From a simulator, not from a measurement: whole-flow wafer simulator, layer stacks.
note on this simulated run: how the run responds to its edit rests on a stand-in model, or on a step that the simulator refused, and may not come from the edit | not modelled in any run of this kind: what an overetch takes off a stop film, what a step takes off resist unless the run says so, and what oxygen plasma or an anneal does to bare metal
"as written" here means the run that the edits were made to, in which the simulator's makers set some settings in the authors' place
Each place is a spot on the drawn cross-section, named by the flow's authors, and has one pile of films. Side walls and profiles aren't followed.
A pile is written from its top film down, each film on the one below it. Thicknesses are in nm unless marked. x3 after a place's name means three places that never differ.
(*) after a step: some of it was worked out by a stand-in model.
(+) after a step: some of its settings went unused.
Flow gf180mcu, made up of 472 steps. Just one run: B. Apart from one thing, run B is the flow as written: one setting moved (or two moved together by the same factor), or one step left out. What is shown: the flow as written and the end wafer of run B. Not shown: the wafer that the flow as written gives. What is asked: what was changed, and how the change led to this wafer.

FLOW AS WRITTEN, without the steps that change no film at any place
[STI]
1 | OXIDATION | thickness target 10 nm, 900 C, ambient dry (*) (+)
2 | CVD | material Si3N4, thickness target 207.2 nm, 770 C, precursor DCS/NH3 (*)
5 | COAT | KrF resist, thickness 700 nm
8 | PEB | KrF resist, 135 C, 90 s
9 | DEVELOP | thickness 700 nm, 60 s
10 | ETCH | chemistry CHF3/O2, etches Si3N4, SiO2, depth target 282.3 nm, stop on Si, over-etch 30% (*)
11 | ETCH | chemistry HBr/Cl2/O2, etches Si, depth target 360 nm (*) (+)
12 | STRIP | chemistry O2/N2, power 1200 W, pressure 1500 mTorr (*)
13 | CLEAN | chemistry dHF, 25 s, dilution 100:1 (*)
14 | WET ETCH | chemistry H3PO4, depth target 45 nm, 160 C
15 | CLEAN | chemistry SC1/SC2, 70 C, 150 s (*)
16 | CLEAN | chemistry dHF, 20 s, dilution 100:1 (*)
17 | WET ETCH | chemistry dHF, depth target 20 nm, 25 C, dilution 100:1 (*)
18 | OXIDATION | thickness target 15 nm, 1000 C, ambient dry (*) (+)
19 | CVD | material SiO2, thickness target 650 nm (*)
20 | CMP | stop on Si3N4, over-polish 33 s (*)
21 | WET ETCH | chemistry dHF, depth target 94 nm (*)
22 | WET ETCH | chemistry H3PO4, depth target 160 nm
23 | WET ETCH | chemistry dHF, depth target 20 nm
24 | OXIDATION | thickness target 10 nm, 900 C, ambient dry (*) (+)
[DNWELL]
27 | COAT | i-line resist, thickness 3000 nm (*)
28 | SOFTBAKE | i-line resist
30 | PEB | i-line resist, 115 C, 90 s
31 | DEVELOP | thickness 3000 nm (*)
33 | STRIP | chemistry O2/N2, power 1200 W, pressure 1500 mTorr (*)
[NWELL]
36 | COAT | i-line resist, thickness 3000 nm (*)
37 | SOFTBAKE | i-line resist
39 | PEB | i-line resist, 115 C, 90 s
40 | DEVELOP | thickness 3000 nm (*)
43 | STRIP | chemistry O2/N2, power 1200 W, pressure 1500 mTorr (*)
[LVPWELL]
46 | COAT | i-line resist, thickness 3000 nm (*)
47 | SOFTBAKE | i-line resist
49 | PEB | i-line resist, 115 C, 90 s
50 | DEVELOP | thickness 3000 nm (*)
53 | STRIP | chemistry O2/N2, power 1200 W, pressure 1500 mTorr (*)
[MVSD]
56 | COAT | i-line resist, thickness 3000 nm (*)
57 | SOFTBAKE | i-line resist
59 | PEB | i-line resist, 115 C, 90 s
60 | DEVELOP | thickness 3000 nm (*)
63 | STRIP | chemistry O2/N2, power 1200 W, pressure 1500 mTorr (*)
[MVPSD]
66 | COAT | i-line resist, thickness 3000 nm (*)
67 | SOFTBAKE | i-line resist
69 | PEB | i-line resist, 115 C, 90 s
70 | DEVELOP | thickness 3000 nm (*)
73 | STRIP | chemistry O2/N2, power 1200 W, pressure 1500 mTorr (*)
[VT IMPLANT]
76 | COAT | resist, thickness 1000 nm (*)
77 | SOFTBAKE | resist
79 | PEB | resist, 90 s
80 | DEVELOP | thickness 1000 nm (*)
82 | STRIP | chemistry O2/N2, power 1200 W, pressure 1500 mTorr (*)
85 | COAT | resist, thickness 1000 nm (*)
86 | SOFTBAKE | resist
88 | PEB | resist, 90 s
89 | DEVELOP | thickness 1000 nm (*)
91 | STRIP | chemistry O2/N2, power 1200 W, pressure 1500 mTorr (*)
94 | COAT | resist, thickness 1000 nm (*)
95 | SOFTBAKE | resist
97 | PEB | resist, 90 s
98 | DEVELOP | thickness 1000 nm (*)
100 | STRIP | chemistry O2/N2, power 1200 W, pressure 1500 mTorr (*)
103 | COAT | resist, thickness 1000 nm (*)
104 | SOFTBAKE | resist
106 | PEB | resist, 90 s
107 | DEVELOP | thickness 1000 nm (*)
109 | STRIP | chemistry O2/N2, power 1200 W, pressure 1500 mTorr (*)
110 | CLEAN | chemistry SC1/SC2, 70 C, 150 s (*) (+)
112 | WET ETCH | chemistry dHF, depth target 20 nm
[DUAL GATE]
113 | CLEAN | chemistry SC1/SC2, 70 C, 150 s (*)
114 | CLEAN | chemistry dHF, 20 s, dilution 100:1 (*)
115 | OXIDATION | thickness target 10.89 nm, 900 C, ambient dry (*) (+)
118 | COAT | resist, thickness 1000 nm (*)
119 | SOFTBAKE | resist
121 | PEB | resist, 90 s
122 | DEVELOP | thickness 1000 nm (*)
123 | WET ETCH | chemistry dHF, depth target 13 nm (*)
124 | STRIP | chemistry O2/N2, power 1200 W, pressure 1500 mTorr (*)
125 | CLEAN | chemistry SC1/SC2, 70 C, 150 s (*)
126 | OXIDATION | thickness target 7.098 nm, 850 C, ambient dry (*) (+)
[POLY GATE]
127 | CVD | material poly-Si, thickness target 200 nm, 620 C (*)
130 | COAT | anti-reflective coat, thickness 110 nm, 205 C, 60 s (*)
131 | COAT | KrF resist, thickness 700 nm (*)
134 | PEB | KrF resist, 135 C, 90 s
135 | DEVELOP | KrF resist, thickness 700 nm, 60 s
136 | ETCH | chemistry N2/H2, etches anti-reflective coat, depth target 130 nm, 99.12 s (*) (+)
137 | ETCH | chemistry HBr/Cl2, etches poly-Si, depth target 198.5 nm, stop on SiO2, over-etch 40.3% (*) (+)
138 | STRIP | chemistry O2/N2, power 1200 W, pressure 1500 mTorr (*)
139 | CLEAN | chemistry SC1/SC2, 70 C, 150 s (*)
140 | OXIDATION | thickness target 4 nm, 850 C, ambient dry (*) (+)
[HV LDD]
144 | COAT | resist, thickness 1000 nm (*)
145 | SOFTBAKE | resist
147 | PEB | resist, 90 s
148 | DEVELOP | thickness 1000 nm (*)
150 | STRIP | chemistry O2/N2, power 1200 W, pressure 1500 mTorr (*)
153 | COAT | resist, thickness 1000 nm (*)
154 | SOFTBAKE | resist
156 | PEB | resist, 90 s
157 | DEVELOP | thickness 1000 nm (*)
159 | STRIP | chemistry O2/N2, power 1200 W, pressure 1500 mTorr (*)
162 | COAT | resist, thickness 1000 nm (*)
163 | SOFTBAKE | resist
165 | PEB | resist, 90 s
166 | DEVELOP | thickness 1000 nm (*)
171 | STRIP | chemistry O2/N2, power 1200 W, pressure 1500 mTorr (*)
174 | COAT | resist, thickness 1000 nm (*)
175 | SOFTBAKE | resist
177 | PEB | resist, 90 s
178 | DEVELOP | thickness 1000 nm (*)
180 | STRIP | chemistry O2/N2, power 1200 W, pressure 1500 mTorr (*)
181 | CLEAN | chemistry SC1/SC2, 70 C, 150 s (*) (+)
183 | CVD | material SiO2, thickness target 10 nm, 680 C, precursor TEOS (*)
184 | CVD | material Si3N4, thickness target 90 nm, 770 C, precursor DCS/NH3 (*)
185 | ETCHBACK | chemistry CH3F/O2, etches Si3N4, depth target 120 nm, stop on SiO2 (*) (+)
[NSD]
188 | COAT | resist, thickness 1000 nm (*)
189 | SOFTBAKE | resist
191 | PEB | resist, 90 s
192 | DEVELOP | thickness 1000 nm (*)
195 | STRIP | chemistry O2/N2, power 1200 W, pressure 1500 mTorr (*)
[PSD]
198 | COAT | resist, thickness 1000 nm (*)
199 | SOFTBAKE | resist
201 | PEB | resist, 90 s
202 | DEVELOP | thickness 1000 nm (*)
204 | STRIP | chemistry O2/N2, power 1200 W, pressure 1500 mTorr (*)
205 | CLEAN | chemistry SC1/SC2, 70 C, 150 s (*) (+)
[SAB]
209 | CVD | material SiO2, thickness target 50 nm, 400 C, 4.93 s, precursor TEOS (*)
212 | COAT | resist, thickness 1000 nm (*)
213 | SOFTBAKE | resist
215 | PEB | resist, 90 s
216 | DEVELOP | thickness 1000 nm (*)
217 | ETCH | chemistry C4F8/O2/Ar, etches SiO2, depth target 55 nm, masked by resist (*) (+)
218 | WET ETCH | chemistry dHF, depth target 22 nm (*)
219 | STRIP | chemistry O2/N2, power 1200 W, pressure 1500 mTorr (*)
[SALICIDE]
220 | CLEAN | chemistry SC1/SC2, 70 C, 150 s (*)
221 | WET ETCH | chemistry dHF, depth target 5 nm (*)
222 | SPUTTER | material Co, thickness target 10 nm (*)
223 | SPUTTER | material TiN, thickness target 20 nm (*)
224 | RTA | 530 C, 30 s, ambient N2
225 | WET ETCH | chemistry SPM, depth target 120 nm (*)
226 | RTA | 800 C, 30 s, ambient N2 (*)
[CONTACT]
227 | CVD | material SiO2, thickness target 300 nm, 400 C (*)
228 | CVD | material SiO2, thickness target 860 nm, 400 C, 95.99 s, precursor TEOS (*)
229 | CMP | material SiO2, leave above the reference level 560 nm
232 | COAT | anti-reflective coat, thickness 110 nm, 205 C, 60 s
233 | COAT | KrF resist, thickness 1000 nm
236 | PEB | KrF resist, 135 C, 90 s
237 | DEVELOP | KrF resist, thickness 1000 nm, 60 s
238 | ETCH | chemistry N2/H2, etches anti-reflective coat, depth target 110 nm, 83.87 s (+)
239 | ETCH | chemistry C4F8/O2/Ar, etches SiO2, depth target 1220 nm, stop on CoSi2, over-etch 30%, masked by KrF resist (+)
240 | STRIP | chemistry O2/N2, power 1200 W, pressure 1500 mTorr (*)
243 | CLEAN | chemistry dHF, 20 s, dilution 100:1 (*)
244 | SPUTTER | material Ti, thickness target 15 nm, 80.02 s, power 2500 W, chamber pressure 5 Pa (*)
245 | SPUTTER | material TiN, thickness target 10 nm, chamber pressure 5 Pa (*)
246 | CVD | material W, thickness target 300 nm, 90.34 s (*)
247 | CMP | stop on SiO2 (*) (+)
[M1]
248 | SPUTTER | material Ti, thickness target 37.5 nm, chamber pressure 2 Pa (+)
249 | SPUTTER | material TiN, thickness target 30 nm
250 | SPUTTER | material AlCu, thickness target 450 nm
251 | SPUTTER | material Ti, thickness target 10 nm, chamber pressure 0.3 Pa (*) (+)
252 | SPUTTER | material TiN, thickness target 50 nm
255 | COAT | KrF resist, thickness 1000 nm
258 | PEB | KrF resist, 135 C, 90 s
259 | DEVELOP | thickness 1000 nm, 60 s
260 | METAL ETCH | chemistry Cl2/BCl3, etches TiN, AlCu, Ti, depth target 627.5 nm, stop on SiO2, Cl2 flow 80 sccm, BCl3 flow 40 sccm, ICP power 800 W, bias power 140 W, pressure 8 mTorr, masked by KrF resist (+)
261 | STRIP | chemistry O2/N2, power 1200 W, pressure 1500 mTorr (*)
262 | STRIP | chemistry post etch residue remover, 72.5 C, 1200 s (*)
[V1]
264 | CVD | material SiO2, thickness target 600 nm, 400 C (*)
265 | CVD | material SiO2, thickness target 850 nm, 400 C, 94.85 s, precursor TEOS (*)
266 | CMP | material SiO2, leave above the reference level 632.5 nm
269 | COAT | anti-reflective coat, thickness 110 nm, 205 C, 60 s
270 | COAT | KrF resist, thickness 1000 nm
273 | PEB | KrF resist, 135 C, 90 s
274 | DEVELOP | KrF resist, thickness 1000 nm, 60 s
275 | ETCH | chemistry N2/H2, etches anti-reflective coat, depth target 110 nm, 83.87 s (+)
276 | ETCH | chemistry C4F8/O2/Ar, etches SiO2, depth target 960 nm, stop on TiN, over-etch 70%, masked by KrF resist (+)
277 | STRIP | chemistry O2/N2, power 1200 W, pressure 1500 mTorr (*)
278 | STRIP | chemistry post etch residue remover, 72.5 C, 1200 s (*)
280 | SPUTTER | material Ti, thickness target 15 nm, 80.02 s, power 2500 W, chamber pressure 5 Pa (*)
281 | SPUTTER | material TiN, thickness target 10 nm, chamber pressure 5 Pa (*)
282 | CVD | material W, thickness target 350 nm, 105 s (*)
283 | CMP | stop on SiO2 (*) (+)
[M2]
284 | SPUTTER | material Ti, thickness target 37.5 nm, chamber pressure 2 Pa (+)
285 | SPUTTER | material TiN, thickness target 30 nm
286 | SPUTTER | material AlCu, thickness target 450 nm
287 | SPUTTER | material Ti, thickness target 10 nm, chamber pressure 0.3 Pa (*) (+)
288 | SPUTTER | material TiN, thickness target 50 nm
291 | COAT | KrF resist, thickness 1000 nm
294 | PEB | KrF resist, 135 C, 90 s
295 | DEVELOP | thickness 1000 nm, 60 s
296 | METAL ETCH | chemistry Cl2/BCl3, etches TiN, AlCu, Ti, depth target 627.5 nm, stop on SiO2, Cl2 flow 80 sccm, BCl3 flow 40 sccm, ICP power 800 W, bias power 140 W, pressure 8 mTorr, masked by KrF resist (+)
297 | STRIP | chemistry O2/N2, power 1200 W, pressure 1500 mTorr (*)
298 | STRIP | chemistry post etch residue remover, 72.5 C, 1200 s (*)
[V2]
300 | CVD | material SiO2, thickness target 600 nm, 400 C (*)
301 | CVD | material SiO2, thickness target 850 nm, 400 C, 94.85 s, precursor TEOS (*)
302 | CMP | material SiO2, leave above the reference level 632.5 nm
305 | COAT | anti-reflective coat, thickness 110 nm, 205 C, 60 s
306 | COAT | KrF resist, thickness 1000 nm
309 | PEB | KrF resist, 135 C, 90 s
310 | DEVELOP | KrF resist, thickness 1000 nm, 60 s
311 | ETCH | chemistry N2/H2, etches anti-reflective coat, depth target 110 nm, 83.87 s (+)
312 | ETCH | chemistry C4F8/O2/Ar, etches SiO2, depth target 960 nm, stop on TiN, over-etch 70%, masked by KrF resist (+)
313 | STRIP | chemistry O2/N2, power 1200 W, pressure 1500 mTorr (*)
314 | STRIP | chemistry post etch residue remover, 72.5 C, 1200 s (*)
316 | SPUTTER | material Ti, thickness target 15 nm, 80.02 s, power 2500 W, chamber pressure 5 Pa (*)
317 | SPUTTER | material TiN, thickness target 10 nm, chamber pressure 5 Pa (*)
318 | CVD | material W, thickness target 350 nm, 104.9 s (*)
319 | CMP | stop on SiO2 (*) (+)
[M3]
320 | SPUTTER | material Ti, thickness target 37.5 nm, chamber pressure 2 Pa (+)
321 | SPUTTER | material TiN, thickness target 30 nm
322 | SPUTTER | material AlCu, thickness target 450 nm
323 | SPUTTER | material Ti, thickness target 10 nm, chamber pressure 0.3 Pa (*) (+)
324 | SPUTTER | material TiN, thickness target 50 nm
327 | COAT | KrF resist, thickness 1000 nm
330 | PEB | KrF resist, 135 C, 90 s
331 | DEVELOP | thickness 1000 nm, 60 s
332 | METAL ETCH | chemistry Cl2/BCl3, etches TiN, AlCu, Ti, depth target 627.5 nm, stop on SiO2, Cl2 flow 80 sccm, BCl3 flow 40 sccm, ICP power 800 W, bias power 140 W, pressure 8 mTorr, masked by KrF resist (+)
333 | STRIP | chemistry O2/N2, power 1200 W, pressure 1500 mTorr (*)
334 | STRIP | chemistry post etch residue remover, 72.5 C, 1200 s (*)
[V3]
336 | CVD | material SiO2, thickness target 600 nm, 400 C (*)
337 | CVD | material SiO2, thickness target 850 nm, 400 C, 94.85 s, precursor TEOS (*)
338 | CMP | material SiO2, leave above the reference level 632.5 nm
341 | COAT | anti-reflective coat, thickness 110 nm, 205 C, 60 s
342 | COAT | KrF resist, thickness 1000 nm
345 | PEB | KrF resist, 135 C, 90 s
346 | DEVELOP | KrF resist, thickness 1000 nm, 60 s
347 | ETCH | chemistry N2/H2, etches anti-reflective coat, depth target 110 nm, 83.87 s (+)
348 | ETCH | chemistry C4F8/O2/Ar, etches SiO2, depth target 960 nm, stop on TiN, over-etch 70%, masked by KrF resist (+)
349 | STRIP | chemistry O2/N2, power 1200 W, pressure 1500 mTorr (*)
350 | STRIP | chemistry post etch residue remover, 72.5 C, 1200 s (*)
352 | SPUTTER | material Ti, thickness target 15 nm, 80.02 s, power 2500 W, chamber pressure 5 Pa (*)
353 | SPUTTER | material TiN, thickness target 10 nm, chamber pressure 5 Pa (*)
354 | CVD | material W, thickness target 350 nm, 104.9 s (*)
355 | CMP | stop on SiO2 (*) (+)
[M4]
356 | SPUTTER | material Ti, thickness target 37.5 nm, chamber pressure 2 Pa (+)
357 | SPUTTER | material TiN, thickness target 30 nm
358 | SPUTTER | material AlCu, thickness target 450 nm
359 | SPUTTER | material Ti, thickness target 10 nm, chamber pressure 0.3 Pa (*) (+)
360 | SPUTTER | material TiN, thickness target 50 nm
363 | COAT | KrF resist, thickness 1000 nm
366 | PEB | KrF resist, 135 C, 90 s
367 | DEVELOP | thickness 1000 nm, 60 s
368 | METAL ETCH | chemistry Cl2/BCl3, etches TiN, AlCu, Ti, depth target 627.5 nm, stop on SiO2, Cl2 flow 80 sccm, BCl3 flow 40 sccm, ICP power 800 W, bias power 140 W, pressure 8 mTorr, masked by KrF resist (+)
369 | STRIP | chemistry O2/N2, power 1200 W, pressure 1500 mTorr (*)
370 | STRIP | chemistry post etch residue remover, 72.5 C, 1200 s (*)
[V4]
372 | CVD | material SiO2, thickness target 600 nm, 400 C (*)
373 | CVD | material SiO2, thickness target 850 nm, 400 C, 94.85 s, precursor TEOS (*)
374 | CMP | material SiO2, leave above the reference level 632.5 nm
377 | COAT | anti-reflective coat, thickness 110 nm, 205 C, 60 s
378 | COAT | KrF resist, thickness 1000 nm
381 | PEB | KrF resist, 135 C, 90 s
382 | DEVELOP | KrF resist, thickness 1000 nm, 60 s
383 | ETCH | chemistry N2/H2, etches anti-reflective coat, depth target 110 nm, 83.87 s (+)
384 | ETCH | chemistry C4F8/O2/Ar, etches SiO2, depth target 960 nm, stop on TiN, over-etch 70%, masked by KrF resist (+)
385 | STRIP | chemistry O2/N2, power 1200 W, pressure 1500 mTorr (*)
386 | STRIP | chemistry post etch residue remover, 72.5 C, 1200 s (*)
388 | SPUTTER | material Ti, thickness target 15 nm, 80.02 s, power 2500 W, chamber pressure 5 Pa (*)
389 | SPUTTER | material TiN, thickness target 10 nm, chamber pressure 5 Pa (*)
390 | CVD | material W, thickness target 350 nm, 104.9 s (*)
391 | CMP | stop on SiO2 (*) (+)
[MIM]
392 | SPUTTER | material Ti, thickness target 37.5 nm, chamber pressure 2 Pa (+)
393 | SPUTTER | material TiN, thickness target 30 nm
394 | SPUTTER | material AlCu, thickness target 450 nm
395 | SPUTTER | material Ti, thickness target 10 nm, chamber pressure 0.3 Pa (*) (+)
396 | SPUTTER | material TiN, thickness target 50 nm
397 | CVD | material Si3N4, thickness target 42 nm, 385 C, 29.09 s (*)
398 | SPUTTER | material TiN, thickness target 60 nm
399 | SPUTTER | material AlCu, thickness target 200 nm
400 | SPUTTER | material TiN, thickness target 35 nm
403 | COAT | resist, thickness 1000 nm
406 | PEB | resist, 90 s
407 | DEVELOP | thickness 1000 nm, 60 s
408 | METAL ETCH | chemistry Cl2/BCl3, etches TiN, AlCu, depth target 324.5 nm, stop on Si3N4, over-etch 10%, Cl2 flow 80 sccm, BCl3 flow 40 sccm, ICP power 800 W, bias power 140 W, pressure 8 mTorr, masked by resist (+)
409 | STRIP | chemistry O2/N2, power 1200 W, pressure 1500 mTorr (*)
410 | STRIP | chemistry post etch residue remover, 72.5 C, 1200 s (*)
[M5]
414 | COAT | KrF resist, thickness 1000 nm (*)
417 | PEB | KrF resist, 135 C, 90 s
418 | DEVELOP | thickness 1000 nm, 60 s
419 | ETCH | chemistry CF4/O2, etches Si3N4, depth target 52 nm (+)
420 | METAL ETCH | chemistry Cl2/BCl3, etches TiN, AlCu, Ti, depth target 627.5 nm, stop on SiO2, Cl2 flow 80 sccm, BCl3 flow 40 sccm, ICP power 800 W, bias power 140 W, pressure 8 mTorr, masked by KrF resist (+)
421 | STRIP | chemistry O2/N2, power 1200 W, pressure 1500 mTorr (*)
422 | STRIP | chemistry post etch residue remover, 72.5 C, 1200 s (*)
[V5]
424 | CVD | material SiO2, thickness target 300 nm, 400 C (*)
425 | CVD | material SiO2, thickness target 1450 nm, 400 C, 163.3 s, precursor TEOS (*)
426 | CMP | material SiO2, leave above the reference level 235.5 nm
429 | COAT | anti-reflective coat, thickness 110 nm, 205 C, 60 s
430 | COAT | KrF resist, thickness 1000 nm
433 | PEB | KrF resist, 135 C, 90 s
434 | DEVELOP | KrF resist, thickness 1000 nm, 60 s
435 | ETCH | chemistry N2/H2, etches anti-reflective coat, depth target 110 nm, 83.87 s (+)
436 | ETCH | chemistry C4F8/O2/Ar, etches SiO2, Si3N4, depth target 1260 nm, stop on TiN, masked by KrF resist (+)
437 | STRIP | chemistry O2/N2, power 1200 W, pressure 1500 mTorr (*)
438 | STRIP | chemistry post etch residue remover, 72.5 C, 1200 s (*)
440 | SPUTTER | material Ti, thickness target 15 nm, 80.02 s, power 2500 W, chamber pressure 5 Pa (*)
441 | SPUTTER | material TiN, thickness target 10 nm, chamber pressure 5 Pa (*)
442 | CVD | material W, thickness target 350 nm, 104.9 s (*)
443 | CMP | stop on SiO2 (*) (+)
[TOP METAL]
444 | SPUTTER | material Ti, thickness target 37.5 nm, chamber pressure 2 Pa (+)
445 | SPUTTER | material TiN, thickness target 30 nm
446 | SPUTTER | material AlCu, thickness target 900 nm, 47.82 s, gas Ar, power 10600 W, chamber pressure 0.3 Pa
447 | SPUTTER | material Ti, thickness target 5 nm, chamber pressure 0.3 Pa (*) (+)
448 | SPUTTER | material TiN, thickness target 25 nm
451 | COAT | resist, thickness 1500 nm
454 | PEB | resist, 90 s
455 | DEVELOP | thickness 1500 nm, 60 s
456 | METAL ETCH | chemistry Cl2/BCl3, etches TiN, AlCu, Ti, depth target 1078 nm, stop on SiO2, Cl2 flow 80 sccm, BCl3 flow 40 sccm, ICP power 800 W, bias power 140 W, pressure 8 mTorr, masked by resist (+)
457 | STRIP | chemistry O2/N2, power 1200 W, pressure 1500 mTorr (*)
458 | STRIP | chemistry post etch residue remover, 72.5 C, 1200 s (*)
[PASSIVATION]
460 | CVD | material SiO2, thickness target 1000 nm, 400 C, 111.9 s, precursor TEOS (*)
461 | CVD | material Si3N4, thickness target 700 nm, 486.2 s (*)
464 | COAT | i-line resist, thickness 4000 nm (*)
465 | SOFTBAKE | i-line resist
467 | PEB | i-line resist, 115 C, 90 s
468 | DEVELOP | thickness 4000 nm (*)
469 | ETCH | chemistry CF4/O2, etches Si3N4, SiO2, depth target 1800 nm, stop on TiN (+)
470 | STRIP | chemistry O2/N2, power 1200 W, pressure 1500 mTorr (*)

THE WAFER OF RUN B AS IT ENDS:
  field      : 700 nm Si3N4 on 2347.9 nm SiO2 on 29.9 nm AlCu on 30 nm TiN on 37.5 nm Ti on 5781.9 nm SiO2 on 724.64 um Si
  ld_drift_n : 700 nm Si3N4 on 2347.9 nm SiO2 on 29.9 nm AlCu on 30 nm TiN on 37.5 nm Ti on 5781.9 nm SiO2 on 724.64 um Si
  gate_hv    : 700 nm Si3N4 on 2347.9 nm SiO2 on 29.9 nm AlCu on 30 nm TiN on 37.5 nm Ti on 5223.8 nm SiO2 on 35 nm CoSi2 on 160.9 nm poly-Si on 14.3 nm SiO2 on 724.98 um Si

The reason: step 420, METAL ETCH: depth target 472.9 nm was run, while the flow as written has depth target 627.5 nm.

Step by step, how the change led to this:
  420 | METAL ETCH | chemistry Cl2/BCl3, etches TiN, AlCu, Ti, depth target 627.5 nm, stop on SiO2, Cl2 flow 80 sccm, BCl3 flow 40 sccm, ICP power 800 W, bias power 140 W, pressure 8 mTorr, masked by KrF resist (+)
      field, field__w1, field__w2 and 101 more: -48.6 TiN (all of it), -10 Ti (all of it), -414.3 AlCu (in the flow as written it would be: -48.6 TiN (all of it), -10 Ti (all of it), -450 AlCu (all of it), -30 TiN (all of it), -37.5 Ti (all of it))
      field__w4, field__w8, contact, m1, m1__w1, mim, mim_1p0, m1_nw: -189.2 KrF resist (in the flow as written it would be: -251 KrF resist)
  421 | STRIP | chemistry O2/N2, power 1200 W, pressure 1500 mTorr (*)
      field__w8, m1__w1: -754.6 KrF resist (all of it) (in the flow as written it would be: -692.7 KrF resist (all of it))
      contact, m1: -755 KrF resist (all of it) (in the flow as written it would be: -693.2 KrF resist (all of it))
      (and at 4 other places as well)
  422 | STRIP | chemistry post etch residue remover, 72.5 C, 1200 s (*)
      field, field__w1, field__w2 and 101 more: -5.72 AlCu (in the flow as written it would be: nothing)
  424 | CVD | material SiO2, thickness target 300 nm, 400 C (*)
      field, field__w1, field__w2 and 101 more: +300 SiO2 (new film) (in the flow as written it would be: +300 SiO2)
  426 | CMP | material SiO2, leave above the reference level 235.5 nm
      field, field__w1, field__w5 and 92 more: -398.3 SiO2 (in the flow as written it would be: -300.8 SiO2)
      field__w2, field__w3, field__w12 and 6 more: -374.5 SiO2 (in the flow as written it would be: -272.7 SiO2)
If metal films that touch count as one body, field has 1 body; the flow as written gives 0 bodies.
If metal films that touch count as one body, ld_drift_n has 1 body; the flow as written gives 0 bodies.
If metal films that touch count as one body, gate_hv has 2 bodies (between them, from the top down: SiO2 5223.8); the flow as written gives 1 body.
